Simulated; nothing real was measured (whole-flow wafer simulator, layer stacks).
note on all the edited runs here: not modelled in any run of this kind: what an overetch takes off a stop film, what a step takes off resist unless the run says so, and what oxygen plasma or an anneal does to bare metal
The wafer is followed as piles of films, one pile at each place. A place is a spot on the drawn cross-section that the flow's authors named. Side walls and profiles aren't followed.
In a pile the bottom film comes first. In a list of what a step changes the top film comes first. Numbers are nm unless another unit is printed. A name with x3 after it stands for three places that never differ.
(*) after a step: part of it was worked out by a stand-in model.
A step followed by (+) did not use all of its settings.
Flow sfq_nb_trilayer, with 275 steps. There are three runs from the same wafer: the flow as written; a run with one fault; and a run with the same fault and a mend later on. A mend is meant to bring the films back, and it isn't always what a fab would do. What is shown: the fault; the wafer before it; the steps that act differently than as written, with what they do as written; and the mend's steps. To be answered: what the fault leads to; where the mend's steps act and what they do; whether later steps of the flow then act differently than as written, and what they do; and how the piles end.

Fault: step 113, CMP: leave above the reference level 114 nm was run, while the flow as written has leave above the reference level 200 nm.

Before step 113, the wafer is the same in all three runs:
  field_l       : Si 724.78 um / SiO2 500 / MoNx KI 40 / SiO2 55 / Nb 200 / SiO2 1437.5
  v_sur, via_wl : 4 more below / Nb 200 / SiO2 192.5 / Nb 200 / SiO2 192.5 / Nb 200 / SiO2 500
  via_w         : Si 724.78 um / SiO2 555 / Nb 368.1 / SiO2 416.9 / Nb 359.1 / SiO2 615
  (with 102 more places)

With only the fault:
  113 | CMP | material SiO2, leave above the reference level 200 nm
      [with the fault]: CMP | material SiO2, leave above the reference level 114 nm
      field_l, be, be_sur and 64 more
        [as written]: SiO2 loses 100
        [with the fault]: SiO2 loses 186
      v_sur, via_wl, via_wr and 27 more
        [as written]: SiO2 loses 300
        [with the fault]: SiO2 loses 386
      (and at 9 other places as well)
  Later steps of the flow acting differently than as written (3 more steps, not shown, differ only slightly: by at most 2% or 0.5 nm, whichever is larger):
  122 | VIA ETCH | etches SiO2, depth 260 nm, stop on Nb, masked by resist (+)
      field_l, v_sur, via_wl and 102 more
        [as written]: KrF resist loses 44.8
        [with the fault]: KrF resist loses 29.4
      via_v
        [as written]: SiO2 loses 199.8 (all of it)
        [with the fault]: SiO2 loses 113.8 (all of it)
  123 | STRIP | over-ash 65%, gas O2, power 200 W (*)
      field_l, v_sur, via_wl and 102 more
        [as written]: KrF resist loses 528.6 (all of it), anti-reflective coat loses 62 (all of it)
        [with the fault]: KrF resist loses 544 (all of it), anti-reflective coat loses 62 (all of it)
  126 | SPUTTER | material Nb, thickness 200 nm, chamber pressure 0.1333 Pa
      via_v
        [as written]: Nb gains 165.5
        [with the fault]: Nb gains 184.6
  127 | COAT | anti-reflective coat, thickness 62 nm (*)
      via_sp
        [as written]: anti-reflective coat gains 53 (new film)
        [with the fault]: anti-reflective coat gains 54.9 (new film)
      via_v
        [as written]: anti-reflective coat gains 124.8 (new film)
        [with the fault]: anti-reflective coat gains 105 (new film)
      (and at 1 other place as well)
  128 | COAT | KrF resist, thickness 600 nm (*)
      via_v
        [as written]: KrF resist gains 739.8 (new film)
        [with the fault]: KrF resist gains 668.6 (new film)
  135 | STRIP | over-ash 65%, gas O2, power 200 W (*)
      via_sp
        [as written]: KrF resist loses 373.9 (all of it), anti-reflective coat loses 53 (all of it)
        [with the fault]: KrF resist loses 379.7 (all of it), anti-reflective coat loses 54.9 (all of it)
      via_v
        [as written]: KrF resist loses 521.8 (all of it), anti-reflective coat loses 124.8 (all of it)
        [with the fault]: KrF resist loses 450.9 (all of it), anti-reflective coat loses 105 (all of it)
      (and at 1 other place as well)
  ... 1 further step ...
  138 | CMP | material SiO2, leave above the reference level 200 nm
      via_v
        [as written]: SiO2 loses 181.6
        [with the fault]: SiO2 loses 171.7
  The piles end different from the flow's at field_l, v_sur, via_wl and 103 more by more than 2% or 0.5 nm, whichever is larger.
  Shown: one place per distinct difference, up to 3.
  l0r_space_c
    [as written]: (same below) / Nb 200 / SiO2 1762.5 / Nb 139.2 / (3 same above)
    [with the fault]: (same below) / Nb 200 / SiO2 1676.5 / Nb 139.2 / (3 same above)
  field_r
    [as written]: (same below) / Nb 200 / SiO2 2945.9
    [with the fault]: (same below) / Nb 200 / SiO2 2859.9
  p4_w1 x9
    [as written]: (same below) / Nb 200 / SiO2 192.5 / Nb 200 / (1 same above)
    [with the fault]: (same below) / Nb 200 / SiO2 106.5 / Nb 200 / (1 same above)

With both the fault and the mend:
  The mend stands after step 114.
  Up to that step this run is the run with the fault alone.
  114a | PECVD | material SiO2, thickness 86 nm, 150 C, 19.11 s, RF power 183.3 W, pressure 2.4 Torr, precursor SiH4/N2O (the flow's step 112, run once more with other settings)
      field_l, v_sur, via_wl and 103 more
        SiO2 gains 86
  None of the later steps of the flow acts differently than as written at any place that is followed.
  The piles end the same as the flow's at every place that both follow.
